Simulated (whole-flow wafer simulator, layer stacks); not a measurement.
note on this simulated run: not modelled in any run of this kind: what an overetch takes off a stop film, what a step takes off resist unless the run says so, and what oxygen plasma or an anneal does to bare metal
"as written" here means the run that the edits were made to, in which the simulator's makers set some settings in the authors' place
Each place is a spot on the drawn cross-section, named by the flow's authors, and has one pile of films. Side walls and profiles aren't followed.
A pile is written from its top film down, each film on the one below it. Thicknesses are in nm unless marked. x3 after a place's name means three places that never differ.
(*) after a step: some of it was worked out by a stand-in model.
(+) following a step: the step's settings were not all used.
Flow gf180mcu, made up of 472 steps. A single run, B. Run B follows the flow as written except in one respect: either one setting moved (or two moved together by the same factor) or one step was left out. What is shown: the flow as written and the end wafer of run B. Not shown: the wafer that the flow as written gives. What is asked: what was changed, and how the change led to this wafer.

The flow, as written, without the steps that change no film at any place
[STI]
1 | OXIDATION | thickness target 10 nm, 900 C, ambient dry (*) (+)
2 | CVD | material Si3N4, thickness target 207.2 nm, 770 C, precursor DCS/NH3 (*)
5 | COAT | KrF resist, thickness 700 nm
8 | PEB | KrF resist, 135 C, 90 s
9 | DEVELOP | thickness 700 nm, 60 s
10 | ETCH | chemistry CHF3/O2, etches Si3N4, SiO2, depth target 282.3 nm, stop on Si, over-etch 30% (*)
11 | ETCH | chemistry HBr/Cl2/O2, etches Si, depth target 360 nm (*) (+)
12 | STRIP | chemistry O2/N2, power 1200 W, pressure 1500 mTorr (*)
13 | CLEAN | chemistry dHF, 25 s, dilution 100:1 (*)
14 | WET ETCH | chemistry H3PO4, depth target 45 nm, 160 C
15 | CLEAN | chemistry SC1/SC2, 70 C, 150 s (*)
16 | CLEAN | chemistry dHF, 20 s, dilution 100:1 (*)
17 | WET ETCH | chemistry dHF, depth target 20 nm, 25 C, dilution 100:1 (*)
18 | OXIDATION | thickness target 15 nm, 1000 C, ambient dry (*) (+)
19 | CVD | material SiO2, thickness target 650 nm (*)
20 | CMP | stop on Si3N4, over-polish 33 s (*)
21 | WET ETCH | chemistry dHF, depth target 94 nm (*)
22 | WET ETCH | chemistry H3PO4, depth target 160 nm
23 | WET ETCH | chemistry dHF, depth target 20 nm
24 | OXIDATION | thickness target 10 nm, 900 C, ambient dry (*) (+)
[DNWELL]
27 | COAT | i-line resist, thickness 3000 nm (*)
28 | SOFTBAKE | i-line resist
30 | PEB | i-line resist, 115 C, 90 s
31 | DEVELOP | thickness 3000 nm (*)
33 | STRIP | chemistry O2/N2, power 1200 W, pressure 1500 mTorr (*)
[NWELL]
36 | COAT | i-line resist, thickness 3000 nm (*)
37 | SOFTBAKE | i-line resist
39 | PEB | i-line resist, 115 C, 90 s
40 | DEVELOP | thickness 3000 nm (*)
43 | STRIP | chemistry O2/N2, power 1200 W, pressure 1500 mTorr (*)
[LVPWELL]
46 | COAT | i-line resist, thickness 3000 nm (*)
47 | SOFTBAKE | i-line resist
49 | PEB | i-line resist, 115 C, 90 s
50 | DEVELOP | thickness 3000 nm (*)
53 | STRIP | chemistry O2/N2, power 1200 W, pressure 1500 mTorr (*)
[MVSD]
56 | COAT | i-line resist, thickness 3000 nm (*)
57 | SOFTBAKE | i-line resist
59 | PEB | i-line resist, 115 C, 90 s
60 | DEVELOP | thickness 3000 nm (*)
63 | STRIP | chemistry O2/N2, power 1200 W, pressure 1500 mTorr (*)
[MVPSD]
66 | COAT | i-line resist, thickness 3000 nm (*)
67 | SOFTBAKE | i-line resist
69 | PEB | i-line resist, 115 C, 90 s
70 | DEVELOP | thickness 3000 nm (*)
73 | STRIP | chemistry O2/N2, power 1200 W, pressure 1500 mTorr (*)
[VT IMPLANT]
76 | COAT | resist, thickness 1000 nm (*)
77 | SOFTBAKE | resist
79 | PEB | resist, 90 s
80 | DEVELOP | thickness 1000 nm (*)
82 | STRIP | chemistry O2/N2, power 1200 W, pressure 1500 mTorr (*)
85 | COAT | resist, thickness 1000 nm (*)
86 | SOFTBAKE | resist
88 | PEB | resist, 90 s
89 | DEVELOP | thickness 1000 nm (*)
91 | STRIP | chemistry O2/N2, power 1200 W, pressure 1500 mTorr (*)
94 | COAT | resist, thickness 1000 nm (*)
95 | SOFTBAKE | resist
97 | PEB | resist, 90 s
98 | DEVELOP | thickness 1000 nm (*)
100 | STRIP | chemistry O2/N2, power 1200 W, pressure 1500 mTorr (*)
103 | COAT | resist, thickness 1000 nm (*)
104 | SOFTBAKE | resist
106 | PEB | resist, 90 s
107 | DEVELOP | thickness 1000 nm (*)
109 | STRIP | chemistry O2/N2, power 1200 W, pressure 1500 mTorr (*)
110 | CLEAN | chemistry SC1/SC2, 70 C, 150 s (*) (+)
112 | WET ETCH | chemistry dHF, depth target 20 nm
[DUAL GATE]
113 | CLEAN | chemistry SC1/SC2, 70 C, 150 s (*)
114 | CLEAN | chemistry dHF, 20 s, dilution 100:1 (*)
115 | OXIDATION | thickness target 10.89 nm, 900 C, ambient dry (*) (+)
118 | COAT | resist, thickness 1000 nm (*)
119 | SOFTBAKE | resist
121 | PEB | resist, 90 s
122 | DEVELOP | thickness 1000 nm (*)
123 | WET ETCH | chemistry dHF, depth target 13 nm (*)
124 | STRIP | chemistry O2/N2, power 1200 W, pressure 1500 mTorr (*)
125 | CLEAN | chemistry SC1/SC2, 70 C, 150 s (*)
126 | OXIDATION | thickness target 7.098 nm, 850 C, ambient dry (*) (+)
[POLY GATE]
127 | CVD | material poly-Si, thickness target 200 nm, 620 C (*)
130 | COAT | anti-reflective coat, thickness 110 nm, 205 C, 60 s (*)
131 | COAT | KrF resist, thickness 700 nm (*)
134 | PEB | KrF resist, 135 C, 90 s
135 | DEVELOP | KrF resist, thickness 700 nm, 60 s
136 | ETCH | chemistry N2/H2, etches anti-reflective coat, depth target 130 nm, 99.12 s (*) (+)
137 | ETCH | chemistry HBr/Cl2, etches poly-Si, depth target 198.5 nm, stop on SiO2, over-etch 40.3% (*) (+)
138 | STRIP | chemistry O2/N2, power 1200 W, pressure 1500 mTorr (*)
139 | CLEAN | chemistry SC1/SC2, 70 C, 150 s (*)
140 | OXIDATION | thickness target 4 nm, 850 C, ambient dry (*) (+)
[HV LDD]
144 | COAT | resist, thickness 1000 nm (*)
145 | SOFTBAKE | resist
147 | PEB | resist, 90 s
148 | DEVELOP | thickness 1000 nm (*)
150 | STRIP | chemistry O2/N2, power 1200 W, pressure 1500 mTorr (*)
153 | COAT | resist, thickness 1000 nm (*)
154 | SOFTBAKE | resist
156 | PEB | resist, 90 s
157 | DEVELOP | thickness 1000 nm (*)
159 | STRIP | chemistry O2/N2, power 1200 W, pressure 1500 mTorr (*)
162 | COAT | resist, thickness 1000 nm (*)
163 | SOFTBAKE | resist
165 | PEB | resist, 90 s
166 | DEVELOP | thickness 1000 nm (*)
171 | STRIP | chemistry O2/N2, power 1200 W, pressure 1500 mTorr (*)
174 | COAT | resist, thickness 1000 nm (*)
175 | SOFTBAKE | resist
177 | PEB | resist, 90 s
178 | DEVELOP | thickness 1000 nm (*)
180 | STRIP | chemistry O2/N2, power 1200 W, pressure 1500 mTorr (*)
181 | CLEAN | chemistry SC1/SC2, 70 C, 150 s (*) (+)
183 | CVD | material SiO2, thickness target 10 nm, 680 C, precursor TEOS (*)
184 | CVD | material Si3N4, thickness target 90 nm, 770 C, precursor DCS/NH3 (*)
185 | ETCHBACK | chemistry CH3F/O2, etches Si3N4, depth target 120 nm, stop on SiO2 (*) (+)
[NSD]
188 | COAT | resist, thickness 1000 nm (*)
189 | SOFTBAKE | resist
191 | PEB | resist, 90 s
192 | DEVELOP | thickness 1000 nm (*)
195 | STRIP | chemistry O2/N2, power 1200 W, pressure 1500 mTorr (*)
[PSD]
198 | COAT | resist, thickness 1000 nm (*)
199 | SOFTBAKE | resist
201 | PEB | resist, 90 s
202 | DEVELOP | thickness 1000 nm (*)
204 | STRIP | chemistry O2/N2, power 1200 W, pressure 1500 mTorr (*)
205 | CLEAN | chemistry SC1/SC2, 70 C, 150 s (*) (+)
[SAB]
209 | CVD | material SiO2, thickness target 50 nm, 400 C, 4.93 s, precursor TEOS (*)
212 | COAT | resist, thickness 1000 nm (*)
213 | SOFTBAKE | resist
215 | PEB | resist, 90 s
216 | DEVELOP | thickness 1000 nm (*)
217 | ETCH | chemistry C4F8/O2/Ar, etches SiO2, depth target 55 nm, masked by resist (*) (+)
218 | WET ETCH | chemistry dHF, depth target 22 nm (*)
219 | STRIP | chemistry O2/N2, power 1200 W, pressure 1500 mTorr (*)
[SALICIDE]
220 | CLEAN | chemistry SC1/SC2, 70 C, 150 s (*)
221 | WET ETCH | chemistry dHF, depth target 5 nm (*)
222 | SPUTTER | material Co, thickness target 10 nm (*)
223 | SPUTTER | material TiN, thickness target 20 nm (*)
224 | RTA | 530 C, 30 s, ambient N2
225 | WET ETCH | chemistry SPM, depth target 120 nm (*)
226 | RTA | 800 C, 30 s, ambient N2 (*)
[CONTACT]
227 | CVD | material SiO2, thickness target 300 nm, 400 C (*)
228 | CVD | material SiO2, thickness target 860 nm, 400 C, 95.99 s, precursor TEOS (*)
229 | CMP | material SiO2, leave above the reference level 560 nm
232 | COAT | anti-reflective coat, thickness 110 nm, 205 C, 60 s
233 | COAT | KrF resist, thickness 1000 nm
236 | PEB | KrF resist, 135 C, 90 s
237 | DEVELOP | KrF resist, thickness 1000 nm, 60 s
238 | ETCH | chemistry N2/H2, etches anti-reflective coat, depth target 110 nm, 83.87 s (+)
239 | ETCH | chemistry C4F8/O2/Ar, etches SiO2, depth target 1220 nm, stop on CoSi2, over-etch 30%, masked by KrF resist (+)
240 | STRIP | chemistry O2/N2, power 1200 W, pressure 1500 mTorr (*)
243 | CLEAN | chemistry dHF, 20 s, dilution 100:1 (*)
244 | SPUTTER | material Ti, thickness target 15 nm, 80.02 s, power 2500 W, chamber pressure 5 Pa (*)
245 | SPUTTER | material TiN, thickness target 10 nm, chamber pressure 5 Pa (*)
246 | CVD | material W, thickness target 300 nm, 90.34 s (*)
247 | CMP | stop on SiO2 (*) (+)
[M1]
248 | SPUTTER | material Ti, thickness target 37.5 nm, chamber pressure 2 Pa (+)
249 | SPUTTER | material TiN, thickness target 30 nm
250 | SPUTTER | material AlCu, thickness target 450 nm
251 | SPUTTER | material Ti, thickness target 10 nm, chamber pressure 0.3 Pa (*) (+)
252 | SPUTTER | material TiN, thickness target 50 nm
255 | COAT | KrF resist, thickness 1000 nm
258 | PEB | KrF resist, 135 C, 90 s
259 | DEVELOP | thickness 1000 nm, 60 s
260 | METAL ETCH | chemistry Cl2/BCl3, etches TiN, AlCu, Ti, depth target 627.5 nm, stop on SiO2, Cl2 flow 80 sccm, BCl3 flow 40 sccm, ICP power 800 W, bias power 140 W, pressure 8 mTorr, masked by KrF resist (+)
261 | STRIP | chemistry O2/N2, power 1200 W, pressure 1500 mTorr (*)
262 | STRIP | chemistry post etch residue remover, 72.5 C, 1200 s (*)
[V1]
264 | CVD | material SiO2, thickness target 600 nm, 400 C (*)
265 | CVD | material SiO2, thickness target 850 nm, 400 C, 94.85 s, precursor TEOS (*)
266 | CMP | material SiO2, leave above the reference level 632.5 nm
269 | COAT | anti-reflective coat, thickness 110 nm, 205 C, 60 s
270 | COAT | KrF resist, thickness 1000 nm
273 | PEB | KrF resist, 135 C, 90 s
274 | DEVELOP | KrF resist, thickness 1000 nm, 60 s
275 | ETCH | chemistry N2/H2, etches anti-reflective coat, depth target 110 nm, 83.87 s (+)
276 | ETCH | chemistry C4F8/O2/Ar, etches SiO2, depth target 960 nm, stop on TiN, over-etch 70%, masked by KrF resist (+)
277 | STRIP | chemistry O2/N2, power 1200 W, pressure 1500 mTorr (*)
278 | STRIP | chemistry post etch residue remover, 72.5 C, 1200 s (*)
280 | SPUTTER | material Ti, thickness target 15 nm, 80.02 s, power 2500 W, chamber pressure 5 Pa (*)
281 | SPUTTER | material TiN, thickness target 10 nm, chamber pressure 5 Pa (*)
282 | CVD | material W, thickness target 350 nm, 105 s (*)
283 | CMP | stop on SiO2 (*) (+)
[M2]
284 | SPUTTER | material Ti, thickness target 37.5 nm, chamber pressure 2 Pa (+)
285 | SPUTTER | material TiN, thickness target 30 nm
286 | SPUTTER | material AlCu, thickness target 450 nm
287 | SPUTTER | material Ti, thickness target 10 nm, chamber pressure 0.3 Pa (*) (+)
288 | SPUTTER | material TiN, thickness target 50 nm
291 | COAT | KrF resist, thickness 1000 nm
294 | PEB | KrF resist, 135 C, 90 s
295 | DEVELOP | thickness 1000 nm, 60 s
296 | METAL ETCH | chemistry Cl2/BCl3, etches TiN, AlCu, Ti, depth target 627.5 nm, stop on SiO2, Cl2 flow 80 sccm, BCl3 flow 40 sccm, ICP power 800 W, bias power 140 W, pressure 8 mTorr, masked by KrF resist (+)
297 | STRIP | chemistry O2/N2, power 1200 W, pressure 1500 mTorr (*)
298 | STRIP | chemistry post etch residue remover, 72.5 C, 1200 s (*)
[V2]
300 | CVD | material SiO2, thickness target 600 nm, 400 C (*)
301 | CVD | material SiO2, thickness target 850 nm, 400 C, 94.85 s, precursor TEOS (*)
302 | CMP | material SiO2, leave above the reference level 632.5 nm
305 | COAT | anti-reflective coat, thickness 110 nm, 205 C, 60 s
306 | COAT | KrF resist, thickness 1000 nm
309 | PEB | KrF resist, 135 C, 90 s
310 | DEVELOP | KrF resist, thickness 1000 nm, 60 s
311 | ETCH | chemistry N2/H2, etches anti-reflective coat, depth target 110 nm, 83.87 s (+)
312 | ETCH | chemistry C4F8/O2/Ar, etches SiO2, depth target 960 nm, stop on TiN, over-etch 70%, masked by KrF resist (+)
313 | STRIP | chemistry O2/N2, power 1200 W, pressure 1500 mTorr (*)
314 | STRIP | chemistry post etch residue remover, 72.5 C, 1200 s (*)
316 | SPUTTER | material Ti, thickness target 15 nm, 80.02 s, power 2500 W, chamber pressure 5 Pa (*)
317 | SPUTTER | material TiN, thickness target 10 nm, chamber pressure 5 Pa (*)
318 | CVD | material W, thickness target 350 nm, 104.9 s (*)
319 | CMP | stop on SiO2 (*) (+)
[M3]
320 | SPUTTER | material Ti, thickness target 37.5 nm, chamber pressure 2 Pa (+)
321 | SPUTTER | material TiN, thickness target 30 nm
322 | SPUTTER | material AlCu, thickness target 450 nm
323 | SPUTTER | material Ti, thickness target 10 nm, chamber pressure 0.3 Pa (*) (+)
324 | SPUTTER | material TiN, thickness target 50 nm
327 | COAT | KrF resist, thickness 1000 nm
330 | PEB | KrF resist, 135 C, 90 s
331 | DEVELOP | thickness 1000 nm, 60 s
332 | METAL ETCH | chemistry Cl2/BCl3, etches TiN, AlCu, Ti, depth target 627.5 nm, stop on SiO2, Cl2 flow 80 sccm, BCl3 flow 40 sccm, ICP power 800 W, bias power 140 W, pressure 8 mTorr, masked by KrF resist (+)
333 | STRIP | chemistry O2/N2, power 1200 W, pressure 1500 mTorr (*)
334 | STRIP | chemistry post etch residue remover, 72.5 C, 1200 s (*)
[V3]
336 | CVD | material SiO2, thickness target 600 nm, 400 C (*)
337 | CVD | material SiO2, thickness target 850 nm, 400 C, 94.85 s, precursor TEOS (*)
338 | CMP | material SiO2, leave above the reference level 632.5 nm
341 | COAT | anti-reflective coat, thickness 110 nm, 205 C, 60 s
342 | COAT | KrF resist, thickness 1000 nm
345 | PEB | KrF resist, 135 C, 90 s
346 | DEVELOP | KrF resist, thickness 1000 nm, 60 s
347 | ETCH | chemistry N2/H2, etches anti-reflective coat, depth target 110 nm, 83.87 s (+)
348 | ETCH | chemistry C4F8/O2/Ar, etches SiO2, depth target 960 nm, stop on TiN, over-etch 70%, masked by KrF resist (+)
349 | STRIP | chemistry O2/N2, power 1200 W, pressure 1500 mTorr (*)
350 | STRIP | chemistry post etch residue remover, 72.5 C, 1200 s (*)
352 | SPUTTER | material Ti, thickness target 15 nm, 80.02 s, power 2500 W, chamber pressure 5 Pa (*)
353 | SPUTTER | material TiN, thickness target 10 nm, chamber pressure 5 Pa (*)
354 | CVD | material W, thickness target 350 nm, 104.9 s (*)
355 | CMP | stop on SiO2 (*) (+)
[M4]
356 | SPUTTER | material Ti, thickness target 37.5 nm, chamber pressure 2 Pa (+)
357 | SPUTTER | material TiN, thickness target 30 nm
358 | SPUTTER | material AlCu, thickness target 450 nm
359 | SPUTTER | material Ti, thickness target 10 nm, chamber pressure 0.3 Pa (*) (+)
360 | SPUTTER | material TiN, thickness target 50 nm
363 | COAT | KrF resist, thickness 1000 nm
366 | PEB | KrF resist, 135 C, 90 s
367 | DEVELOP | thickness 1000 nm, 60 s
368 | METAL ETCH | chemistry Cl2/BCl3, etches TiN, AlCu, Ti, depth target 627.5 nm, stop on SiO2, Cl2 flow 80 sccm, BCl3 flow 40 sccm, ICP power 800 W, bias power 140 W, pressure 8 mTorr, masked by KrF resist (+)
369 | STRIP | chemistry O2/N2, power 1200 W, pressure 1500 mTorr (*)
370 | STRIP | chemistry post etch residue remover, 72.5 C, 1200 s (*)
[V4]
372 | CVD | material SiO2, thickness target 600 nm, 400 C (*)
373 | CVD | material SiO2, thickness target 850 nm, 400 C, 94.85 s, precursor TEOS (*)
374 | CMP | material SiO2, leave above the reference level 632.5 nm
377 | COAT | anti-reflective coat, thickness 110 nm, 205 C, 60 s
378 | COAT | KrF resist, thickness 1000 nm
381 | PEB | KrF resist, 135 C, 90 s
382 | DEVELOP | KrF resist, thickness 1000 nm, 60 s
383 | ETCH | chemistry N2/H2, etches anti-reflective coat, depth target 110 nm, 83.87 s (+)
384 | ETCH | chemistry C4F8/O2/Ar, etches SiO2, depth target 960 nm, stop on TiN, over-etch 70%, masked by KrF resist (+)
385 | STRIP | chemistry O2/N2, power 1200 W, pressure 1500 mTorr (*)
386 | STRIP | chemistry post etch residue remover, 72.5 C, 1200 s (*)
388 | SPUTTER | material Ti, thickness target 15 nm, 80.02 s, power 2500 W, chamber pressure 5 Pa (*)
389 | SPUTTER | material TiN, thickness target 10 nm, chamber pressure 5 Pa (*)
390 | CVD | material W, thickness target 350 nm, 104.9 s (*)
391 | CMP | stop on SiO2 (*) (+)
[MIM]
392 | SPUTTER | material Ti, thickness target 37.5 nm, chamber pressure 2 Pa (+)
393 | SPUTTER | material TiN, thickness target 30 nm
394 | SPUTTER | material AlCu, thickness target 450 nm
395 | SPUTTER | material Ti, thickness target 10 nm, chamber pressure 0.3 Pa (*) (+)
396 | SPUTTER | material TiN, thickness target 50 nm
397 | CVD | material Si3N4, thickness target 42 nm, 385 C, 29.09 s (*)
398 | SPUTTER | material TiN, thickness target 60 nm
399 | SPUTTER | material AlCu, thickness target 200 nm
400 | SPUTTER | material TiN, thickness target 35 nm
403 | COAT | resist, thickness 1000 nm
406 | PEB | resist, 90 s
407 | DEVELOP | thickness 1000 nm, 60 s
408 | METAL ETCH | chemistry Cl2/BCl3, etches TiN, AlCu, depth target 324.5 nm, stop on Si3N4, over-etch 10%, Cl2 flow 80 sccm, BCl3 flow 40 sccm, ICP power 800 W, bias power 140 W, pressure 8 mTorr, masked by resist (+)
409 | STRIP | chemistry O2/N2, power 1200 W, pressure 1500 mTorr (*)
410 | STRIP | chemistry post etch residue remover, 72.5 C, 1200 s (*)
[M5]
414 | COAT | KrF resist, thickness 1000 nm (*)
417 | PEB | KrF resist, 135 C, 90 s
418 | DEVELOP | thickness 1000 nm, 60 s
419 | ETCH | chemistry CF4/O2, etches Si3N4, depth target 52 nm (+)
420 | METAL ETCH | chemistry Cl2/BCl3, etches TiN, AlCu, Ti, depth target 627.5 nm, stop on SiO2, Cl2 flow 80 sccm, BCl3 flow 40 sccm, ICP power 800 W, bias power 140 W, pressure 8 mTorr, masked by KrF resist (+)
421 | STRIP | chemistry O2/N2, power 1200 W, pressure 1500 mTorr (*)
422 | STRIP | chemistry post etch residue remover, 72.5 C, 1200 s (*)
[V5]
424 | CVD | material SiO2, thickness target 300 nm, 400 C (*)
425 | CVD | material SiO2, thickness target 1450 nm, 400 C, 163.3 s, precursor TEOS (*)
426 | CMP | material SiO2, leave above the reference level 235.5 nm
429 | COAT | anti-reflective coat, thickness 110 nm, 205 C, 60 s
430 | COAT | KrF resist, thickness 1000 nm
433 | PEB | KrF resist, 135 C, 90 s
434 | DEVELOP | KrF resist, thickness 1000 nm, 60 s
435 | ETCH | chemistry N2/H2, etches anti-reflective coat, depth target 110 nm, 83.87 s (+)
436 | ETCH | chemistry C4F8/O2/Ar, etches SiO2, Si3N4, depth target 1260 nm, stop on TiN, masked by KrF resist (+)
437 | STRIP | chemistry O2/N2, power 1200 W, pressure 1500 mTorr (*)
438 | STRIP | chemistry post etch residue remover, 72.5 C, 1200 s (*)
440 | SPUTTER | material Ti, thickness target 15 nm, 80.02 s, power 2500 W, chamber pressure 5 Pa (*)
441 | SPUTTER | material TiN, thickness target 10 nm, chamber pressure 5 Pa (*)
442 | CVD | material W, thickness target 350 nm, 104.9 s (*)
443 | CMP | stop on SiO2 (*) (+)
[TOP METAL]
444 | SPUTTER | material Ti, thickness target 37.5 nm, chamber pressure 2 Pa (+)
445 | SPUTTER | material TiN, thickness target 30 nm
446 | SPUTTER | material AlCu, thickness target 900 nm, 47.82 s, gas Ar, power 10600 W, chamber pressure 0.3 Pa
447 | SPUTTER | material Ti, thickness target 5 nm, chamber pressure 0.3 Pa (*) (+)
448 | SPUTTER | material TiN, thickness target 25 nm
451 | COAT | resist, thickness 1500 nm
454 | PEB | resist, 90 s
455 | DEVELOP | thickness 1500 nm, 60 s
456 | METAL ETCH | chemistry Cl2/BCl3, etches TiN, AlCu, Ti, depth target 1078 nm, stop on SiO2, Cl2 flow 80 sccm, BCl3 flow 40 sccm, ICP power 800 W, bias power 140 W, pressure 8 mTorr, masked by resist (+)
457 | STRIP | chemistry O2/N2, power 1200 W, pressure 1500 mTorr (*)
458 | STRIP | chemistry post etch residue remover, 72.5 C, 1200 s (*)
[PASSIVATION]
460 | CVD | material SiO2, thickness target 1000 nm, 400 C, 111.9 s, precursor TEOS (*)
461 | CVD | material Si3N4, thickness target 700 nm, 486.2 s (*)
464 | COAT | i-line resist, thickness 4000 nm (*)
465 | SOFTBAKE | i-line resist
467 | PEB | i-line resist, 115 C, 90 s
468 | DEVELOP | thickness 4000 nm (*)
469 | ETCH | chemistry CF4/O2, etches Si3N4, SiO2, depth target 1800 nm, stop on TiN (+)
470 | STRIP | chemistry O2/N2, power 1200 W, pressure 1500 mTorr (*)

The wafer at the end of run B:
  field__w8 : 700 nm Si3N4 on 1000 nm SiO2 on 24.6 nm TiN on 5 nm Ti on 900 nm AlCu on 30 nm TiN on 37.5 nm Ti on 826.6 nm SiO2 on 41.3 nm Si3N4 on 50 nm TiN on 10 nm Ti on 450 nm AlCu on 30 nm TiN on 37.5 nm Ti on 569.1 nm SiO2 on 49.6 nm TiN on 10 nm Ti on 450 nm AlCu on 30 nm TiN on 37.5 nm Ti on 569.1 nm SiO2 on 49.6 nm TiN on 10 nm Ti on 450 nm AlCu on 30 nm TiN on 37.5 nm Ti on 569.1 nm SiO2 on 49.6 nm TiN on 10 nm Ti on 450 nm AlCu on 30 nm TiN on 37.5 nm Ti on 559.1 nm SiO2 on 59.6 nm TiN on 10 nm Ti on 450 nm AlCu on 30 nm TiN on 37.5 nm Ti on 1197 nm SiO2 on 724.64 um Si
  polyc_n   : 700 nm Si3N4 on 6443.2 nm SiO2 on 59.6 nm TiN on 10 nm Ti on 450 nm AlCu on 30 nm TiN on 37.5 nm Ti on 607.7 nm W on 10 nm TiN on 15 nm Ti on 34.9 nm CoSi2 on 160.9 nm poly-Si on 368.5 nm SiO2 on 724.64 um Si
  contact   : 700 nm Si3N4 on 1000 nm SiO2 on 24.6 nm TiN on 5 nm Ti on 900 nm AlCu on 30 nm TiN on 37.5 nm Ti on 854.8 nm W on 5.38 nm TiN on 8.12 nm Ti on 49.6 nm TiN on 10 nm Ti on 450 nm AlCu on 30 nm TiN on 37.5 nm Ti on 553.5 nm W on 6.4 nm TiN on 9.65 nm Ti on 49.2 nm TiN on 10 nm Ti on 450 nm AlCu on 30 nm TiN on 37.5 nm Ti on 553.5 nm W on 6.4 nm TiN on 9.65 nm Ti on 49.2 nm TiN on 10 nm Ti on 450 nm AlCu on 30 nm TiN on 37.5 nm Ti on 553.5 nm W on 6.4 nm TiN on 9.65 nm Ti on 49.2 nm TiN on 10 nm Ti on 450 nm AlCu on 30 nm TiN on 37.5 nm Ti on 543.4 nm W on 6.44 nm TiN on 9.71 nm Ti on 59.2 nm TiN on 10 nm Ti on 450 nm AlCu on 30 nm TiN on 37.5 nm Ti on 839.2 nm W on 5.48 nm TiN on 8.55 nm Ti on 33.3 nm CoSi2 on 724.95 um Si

Cause: step 252, SPUTTER: thickness target 60 nm was run, though the flow has thickness target 50 nm.

Step by step, how the change led to this:
  252 | SPUTTER | material TiN, thickness target 50 nm
      field, field__w1, field__w2 and 108 more: TiN gains 60 (new film) (as written it would have been: TiN gains 50 (new film))
  260 | METAL ETCH | chemistry Cl2/BCl3, etches TiN, AlCu, Ti, depth target 627.5 nm, stop on SiO2, Cl2 flow 80 sccm, BCl3 flow 40 sccm, ICP power 800 W, bias power 140 W, pressure 8 mTorr, masked by KrF resist (+)
      field, field__w1, field__w2 and 99 more: TiN loses 60 (all of it), Ti loses 10 (all of it), AlCu loses 450 (all of it), TiN loses 30 (all of it), Ti loses 37.5 (all of it) (as written it would have been: TiN loses 50 (all of it), Ti loses 10 (all of it), AlCu loses 450 (all of it), TiN loses 30 (all of it), Ti loses 37.5 (all of it))
